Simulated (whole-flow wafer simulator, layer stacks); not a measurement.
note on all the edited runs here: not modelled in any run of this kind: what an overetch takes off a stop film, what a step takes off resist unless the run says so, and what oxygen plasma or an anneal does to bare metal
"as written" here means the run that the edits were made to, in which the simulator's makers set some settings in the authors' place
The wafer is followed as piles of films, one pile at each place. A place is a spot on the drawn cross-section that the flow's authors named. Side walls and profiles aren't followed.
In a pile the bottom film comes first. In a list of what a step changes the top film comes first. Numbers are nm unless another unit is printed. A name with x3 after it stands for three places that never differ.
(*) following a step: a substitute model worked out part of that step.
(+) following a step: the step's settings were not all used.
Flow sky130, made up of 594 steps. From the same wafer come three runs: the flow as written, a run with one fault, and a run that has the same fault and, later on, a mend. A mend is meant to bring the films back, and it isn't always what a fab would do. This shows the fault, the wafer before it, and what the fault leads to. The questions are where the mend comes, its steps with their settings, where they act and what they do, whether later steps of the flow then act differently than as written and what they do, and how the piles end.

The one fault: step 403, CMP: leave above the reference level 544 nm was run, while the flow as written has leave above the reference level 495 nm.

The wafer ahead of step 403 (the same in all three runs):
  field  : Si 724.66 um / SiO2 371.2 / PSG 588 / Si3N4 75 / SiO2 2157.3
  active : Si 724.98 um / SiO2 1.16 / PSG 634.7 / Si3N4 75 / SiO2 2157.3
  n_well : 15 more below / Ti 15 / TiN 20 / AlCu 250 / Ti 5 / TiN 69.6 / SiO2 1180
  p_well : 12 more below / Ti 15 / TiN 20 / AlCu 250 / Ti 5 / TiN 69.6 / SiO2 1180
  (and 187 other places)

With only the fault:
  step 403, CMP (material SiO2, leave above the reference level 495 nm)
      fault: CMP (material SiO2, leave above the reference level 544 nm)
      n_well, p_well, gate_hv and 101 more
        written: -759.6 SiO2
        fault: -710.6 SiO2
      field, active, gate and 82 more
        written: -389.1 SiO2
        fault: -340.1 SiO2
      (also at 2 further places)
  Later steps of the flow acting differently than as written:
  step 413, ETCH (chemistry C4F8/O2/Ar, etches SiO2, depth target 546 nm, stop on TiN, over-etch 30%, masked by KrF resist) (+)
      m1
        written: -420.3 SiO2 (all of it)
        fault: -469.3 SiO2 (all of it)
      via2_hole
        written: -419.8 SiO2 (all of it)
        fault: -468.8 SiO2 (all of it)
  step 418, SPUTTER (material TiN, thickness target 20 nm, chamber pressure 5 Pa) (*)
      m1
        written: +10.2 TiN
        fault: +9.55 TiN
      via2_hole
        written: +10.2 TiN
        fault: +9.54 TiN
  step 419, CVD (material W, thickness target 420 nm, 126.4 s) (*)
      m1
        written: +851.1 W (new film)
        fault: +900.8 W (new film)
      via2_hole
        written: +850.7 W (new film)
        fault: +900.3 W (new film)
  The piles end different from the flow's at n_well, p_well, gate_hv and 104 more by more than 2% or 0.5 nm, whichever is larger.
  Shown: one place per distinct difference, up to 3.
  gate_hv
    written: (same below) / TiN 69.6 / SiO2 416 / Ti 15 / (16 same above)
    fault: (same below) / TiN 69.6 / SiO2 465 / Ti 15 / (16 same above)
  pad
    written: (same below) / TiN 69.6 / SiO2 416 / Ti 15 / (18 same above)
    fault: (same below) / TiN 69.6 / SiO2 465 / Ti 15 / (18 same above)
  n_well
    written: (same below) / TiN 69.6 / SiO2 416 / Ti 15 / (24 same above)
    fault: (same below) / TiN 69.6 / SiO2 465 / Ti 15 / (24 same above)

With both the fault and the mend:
  The mend follows step 403.
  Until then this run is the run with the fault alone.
  step 403a, CMP (material SiO2, leave above the reference level 495 nm) (the flow's step 403 again)
      field, active, n_well and 188 more
        -49 SiO2
  Later steps of the flow that are run all act as written at every place that is followed.
  By the end, the piles equal the flow's at every place that both follow.
